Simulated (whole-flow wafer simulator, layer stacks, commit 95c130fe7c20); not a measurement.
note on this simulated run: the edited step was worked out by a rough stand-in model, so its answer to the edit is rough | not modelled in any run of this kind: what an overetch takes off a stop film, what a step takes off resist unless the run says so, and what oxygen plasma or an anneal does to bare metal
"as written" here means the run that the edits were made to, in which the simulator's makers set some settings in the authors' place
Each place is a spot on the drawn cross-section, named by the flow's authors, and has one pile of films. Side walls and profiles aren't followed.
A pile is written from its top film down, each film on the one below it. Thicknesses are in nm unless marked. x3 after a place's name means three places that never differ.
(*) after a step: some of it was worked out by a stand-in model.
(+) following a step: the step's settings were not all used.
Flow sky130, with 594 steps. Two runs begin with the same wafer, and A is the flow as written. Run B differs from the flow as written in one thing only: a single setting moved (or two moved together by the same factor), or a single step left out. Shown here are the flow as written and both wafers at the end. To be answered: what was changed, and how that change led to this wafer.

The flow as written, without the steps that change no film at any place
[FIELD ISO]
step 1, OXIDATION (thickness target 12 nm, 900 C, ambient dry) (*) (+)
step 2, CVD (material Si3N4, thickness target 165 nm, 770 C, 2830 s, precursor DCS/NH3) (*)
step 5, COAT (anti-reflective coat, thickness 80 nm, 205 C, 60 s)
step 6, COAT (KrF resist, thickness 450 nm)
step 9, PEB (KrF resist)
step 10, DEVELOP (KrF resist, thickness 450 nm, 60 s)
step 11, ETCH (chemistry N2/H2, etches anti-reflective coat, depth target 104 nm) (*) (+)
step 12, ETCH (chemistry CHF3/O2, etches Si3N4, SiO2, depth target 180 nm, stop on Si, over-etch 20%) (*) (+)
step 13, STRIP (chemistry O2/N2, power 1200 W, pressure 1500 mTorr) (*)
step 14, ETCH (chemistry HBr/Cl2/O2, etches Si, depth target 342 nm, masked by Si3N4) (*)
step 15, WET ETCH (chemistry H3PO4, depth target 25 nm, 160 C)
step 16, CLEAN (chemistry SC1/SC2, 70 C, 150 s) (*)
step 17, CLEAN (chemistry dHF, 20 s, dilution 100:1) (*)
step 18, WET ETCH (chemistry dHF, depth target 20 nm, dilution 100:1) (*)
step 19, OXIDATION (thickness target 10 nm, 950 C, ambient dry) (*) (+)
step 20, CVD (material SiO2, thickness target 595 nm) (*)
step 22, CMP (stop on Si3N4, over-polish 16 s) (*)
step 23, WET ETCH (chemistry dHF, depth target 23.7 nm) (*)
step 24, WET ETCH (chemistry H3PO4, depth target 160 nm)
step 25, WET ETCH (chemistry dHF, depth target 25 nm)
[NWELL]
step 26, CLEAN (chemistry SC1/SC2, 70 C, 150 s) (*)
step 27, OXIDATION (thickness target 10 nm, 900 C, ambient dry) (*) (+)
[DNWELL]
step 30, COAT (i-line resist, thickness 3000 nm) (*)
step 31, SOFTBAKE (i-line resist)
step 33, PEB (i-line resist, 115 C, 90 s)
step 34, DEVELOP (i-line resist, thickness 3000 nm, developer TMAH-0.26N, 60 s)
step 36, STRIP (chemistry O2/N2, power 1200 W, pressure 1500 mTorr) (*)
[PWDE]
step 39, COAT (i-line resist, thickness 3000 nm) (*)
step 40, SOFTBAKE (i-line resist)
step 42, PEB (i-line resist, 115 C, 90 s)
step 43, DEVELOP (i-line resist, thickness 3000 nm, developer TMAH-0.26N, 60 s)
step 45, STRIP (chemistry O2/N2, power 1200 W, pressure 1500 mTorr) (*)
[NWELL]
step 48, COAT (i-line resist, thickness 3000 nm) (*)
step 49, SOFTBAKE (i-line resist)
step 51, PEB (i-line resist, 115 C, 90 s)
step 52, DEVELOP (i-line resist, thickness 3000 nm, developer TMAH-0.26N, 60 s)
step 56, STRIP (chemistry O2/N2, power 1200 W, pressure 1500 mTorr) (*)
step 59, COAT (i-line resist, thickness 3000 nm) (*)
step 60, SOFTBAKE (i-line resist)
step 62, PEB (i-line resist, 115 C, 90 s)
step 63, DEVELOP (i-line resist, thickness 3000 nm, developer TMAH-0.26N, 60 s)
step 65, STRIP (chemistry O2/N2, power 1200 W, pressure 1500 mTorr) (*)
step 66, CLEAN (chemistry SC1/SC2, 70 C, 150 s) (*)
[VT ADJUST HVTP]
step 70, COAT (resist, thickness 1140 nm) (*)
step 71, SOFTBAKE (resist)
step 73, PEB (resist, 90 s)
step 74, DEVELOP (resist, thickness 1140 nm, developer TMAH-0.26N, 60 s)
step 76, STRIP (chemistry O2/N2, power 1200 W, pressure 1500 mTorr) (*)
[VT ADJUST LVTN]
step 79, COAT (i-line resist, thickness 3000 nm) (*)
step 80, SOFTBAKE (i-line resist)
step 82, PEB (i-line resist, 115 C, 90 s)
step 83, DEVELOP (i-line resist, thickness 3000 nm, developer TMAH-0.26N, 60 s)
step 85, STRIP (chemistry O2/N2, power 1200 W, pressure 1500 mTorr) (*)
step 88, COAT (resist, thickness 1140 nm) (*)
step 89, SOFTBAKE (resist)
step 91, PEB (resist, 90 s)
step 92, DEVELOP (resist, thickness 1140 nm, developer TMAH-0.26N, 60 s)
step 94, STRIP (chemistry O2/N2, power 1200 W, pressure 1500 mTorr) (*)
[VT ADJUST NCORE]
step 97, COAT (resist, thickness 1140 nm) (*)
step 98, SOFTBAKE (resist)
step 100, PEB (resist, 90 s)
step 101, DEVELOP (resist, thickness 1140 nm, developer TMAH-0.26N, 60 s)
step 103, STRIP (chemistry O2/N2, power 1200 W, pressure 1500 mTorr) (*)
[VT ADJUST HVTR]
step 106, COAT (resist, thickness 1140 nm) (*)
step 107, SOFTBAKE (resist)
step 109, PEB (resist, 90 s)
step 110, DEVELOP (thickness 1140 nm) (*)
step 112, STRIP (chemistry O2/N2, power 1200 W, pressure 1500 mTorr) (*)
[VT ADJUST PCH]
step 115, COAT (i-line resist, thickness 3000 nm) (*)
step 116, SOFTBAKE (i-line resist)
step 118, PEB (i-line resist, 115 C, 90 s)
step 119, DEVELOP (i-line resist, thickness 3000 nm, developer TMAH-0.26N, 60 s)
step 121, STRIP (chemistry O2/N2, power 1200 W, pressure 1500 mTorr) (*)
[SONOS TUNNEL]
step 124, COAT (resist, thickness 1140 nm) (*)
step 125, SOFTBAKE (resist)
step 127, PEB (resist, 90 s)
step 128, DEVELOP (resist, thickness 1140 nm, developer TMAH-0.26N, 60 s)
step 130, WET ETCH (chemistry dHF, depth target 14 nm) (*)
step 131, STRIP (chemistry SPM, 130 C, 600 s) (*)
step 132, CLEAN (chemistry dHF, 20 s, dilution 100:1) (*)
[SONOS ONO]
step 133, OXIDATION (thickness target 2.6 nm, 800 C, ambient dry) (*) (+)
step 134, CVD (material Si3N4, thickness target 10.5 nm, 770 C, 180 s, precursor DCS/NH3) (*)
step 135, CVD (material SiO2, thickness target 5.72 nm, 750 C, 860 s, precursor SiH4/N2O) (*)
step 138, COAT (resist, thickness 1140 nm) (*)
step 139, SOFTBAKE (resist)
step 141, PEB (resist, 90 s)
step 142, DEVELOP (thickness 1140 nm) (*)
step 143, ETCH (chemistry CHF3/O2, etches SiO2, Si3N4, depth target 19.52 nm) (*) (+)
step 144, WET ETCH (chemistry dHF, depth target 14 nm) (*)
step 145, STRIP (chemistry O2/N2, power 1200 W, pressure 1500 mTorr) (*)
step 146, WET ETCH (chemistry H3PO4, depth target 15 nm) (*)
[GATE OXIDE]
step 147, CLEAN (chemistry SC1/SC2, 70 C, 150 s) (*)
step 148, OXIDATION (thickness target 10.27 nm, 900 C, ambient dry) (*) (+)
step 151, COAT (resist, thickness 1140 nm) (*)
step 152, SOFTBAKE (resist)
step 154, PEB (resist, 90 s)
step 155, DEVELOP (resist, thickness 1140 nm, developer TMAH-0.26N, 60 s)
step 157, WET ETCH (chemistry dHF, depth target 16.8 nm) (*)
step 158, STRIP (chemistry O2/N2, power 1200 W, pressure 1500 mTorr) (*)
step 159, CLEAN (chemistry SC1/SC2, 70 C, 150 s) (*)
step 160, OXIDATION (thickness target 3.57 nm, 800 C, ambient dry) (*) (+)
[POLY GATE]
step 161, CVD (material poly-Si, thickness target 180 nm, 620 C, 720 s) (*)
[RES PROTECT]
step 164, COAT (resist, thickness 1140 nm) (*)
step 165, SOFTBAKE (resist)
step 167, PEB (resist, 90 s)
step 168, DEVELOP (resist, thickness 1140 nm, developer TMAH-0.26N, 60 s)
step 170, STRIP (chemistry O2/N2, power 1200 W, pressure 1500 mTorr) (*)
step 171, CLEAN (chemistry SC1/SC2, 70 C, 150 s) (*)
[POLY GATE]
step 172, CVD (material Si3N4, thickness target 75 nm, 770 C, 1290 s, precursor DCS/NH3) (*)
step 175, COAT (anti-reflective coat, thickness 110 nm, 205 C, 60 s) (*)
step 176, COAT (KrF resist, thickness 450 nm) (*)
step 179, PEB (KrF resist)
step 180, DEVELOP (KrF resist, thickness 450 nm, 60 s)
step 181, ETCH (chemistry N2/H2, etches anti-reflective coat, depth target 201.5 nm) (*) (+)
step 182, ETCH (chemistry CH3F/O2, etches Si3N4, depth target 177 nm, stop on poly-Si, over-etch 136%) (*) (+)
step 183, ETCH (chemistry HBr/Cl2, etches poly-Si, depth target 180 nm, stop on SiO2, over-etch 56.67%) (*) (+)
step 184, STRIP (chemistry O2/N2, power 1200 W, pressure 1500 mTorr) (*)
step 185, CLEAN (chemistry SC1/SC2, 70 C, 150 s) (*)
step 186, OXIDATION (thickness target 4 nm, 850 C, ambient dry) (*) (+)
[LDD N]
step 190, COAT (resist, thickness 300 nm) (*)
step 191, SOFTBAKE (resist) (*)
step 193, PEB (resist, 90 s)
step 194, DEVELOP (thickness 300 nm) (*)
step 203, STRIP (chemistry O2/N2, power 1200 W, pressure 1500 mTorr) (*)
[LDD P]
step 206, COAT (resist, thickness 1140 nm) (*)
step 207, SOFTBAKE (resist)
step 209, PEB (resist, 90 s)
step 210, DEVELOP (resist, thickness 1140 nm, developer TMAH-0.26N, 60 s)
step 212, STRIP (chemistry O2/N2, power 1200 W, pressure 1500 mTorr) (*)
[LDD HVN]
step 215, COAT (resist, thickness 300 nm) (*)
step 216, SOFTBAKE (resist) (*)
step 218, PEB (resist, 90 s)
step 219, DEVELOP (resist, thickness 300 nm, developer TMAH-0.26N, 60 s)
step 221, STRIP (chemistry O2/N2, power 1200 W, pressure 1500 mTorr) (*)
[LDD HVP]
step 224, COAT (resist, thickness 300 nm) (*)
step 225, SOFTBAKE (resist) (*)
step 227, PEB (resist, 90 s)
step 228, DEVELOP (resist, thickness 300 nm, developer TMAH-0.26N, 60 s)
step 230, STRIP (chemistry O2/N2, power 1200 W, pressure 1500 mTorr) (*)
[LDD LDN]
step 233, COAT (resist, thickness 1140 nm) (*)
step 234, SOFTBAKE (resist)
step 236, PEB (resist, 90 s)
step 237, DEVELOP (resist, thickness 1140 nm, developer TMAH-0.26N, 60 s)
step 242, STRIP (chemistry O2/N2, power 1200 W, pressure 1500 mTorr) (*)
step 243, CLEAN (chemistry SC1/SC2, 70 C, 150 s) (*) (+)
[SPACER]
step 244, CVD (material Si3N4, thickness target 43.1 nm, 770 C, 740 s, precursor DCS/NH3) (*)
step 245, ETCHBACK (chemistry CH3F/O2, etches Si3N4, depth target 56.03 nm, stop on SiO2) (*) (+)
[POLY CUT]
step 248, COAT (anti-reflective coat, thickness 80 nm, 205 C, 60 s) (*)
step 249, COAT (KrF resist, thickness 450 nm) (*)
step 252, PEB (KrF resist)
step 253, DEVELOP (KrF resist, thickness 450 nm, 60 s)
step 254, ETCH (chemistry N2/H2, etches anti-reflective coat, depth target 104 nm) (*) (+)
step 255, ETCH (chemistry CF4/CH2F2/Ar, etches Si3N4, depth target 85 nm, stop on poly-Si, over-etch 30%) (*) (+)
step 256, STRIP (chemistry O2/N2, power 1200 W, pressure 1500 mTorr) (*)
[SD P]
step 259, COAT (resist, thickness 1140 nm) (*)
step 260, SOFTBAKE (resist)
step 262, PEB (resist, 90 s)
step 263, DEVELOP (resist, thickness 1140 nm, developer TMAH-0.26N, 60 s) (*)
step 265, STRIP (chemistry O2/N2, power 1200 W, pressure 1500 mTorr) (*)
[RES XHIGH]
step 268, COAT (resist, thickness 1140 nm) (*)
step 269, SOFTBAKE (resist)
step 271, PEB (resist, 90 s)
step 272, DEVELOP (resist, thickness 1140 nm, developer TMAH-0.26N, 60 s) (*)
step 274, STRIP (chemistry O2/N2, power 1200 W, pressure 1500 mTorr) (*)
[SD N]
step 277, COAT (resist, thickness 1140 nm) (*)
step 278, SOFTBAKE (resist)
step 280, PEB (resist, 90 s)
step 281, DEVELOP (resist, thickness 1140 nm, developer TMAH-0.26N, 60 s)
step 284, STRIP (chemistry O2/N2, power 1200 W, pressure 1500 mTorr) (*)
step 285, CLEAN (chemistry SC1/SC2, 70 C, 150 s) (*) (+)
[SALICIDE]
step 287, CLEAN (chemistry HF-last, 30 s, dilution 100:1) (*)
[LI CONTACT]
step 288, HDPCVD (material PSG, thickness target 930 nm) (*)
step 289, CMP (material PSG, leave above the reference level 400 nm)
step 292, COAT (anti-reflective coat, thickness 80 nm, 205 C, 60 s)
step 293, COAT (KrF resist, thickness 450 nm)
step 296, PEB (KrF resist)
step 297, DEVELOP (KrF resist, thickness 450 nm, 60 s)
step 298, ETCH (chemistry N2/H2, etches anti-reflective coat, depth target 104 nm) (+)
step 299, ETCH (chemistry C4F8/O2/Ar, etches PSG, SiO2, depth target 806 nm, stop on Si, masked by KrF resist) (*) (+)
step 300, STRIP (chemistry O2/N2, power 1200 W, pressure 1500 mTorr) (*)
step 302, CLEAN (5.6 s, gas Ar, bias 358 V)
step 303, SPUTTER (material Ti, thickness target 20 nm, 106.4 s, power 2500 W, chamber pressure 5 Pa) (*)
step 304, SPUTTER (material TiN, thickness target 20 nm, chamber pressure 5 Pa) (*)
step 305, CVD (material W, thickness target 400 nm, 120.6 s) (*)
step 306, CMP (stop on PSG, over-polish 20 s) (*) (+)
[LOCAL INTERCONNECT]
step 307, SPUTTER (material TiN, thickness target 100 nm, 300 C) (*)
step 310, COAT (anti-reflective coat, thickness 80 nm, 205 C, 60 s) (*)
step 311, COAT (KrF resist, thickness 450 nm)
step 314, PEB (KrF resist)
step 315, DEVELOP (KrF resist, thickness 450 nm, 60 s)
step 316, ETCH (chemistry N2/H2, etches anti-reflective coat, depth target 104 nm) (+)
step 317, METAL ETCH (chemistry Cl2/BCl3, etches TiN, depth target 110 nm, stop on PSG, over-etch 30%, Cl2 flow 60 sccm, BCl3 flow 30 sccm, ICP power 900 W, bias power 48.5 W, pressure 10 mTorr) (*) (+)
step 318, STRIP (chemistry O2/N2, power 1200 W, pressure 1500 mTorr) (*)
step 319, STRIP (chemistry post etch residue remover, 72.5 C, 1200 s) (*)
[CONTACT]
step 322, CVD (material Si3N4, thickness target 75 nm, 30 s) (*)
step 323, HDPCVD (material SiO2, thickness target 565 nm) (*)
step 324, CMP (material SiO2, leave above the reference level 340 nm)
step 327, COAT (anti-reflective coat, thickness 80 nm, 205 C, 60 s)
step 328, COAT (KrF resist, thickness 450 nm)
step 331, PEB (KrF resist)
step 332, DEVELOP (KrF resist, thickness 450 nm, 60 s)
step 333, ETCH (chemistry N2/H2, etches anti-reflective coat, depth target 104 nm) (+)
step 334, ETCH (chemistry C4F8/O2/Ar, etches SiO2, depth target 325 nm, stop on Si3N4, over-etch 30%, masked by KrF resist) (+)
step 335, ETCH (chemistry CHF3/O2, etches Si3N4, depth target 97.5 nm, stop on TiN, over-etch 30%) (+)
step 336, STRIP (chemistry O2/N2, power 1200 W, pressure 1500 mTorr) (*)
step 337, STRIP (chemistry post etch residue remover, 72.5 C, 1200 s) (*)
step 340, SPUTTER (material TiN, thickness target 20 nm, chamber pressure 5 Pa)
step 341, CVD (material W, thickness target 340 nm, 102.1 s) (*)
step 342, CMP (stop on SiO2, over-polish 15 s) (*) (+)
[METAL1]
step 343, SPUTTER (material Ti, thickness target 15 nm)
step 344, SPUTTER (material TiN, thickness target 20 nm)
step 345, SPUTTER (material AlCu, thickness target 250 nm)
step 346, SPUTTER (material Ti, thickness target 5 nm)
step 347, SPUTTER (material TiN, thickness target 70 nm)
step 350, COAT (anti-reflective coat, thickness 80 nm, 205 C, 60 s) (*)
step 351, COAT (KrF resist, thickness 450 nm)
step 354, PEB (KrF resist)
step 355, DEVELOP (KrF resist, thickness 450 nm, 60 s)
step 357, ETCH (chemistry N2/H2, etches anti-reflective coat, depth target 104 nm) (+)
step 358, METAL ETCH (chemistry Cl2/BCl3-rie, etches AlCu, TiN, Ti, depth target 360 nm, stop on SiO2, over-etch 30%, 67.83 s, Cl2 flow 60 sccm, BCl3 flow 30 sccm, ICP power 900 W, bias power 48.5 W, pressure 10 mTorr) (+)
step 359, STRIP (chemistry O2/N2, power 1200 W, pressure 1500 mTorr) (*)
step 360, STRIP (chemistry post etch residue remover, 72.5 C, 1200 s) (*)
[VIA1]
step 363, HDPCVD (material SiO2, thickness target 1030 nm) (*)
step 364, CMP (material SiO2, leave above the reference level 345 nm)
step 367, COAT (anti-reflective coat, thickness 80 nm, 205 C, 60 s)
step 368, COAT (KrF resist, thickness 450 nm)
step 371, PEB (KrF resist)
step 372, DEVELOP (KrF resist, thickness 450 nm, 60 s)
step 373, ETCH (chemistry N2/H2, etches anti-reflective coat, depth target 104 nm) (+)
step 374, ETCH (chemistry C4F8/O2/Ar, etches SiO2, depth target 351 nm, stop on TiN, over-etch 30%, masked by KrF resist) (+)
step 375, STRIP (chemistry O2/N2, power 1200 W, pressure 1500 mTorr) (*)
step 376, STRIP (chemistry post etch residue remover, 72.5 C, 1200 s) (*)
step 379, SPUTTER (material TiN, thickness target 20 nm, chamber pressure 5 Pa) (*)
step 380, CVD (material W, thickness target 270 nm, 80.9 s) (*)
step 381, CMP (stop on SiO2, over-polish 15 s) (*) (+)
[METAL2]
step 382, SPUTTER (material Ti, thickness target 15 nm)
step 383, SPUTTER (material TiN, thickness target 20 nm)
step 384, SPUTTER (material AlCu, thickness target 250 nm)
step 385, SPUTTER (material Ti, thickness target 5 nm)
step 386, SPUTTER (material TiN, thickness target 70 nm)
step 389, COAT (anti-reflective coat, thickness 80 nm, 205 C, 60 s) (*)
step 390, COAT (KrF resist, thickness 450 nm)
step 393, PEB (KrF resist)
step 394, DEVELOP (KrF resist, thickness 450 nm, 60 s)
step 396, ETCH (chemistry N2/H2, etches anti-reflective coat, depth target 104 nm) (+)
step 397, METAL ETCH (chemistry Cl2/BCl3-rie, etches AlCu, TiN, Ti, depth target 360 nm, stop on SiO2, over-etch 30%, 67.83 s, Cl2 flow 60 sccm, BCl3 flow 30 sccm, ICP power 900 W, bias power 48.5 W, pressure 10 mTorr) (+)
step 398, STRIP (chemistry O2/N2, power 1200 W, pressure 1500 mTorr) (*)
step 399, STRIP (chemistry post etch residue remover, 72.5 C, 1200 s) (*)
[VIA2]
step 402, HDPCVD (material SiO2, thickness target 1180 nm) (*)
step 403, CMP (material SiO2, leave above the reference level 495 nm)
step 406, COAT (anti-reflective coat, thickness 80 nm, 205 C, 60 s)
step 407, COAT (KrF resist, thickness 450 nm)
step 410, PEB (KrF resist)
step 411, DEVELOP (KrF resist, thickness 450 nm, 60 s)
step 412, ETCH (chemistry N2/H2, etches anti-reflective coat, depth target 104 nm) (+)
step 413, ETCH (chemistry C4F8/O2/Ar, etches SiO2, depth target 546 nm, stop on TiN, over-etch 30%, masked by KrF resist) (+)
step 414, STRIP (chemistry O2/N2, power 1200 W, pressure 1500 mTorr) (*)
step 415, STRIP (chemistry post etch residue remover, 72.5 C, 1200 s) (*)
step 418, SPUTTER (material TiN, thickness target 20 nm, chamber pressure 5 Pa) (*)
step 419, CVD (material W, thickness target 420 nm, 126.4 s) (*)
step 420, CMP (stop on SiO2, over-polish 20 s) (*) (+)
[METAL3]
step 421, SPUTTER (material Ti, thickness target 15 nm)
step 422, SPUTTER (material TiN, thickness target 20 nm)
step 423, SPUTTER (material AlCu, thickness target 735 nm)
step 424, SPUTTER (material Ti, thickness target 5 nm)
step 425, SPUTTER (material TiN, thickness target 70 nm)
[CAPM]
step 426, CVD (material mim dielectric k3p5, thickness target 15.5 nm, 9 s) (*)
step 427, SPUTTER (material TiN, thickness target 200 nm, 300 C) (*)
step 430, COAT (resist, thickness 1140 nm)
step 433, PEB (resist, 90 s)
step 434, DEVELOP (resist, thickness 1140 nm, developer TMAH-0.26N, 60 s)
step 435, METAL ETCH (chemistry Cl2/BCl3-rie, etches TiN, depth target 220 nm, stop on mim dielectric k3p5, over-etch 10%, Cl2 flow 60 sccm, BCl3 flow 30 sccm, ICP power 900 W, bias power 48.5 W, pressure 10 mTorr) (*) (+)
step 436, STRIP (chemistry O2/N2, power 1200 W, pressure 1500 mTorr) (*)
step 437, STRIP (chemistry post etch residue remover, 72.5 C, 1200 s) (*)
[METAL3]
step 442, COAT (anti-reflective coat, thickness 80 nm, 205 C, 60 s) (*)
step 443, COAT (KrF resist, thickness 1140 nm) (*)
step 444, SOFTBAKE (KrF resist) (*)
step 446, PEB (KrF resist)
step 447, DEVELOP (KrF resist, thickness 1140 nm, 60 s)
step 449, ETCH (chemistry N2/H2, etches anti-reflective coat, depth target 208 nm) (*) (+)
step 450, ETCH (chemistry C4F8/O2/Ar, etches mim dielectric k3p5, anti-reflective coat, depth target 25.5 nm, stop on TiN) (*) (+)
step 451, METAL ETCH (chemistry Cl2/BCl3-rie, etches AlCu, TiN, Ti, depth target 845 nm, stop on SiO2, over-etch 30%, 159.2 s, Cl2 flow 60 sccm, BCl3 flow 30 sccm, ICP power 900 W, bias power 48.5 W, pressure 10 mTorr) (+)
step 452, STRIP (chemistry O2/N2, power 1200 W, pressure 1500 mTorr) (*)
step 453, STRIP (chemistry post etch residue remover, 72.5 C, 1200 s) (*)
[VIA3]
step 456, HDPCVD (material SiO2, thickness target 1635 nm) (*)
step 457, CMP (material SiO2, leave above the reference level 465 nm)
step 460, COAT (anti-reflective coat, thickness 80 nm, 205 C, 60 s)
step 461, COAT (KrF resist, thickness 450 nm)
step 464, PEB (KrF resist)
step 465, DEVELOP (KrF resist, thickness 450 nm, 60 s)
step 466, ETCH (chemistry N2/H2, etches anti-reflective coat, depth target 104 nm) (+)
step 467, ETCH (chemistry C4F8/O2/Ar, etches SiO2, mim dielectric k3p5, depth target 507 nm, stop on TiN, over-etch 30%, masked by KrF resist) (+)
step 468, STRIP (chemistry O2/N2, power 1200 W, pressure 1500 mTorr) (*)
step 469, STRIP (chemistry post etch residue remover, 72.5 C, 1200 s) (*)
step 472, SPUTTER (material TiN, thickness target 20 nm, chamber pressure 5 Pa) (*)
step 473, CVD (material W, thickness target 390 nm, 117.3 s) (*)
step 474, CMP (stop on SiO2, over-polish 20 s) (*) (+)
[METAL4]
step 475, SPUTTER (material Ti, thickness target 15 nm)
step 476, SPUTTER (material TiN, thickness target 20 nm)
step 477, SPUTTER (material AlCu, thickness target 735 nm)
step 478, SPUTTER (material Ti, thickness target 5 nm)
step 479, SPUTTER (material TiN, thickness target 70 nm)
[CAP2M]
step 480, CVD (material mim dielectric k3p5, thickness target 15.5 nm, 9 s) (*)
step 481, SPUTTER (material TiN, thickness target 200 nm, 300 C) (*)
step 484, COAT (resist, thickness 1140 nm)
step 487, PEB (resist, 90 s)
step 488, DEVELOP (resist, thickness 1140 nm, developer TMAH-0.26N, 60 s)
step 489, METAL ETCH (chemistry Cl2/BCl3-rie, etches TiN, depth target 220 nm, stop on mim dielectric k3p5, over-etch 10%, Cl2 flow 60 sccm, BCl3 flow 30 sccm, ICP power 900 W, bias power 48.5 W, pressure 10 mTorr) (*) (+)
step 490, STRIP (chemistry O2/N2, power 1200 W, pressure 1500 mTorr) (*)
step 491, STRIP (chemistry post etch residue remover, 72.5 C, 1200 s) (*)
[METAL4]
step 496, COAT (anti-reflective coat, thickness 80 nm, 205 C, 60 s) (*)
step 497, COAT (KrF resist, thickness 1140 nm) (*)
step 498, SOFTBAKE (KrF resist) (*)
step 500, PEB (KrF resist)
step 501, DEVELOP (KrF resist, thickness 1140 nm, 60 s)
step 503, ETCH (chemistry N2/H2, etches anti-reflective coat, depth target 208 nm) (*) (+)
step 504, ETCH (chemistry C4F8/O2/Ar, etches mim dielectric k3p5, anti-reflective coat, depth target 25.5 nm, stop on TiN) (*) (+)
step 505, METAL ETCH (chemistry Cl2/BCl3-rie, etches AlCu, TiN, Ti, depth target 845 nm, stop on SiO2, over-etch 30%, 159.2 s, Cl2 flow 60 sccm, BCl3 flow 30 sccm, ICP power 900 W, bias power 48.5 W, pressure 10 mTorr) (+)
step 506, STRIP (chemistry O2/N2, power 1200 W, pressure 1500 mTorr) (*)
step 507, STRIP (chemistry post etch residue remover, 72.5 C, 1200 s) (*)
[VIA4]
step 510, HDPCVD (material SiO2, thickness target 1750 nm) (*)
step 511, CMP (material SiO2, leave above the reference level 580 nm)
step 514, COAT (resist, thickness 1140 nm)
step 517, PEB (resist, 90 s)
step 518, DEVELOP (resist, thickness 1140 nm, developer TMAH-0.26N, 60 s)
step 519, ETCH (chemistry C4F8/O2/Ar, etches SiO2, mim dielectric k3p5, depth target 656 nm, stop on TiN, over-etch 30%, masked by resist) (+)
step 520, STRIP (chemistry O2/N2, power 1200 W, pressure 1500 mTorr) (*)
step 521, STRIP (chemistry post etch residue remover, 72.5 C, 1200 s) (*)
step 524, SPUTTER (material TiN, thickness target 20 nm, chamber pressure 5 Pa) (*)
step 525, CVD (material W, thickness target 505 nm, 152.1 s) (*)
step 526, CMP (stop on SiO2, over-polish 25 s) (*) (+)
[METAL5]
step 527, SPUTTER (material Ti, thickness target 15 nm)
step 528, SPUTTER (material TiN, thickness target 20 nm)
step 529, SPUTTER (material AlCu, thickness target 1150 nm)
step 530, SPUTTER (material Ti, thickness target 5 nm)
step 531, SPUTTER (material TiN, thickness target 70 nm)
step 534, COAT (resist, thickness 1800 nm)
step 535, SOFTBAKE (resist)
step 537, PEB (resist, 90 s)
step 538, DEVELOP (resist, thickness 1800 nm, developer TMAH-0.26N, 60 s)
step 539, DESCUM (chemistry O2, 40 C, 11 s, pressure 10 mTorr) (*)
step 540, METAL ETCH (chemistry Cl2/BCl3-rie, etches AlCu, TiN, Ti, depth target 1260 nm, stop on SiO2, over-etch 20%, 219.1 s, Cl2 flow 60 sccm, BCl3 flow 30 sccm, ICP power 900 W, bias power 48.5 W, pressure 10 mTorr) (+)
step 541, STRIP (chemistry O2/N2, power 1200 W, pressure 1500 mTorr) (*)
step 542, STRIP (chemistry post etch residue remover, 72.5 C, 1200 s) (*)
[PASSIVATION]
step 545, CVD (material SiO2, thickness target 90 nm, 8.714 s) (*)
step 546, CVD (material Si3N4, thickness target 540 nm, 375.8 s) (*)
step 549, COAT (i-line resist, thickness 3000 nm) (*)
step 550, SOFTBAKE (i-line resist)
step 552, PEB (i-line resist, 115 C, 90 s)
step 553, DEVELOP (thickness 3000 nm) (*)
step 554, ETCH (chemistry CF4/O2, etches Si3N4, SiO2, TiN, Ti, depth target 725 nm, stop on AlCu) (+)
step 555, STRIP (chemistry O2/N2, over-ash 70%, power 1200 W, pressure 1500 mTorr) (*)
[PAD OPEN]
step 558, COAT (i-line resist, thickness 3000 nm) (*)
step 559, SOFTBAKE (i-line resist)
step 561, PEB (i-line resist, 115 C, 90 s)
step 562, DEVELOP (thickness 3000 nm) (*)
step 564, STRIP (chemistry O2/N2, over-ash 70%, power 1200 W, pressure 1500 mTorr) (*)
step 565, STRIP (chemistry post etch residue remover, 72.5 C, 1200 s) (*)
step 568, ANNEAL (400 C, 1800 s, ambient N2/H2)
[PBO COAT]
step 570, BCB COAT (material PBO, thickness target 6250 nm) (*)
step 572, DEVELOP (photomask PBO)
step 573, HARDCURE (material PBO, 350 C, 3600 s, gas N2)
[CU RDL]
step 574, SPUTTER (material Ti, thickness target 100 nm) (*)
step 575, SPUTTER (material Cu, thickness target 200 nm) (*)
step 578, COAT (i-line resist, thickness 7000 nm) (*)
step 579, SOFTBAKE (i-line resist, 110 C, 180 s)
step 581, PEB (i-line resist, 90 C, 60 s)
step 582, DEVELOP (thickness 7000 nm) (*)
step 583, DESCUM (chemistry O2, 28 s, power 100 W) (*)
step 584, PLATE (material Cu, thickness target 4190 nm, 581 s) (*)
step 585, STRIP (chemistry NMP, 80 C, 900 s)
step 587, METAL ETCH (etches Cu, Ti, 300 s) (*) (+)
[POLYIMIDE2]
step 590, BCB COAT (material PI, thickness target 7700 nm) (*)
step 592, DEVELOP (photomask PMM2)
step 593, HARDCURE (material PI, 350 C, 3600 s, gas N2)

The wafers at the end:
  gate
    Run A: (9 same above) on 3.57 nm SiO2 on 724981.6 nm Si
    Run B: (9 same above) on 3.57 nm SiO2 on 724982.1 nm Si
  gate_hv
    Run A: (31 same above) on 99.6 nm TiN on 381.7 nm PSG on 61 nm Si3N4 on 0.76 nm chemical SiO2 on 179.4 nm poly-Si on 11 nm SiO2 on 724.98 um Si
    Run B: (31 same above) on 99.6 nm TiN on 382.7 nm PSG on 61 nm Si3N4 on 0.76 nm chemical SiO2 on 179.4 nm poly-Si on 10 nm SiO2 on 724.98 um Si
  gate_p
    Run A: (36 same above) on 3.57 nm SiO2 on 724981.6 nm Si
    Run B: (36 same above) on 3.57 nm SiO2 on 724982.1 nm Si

What caused this: step 148, OXIDATION: thickness target 9.241 nm was run, while the flow as written has thickness target 10.27 nm.

How this came from the change, step by step:
  step 148, OXIDATION (thickness target 10.27 nm, 900 C, ambient dry) (*) (+)
      active, n_well, p_well and 98 more: A SiO2 gains 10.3 (new film), chemical SiO2 loses 0.76 (all of it), Si loses 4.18 | B SiO2 gains 9.24 (new film), chemical SiO2 loses 0.76 (all of it), Si loses 3.73
  step 157, WET ETCH (chemistry dHF, depth target 16.8 nm) (*)
      active, n_well, p_well and 58 more: A SiO2 loses 10.3 (all of it) | B SiO2 loses 9.24 (all of it)
  step 175, COAT (anti-reflective coat, thickness 110 nm, 205 C, 60 s) (*)
      rpm_encl, rpm_encl_psd: A anti-reflective coat gains 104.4 (new film) | B anti-reflective coat gains 108.5 (new film)
  step 181, ETCH (chemistry N2/H2, etches anti-reflective coat, depth target 201.5 nm) (*) (+)
      rpm_encl, rpm_encl_psd: A anti-reflective coat loses 104.4 (all of it), Si3N4 loses 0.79 | B anti-reflective coat loses 108.5 (all of it), Si3N4 loses 0.73
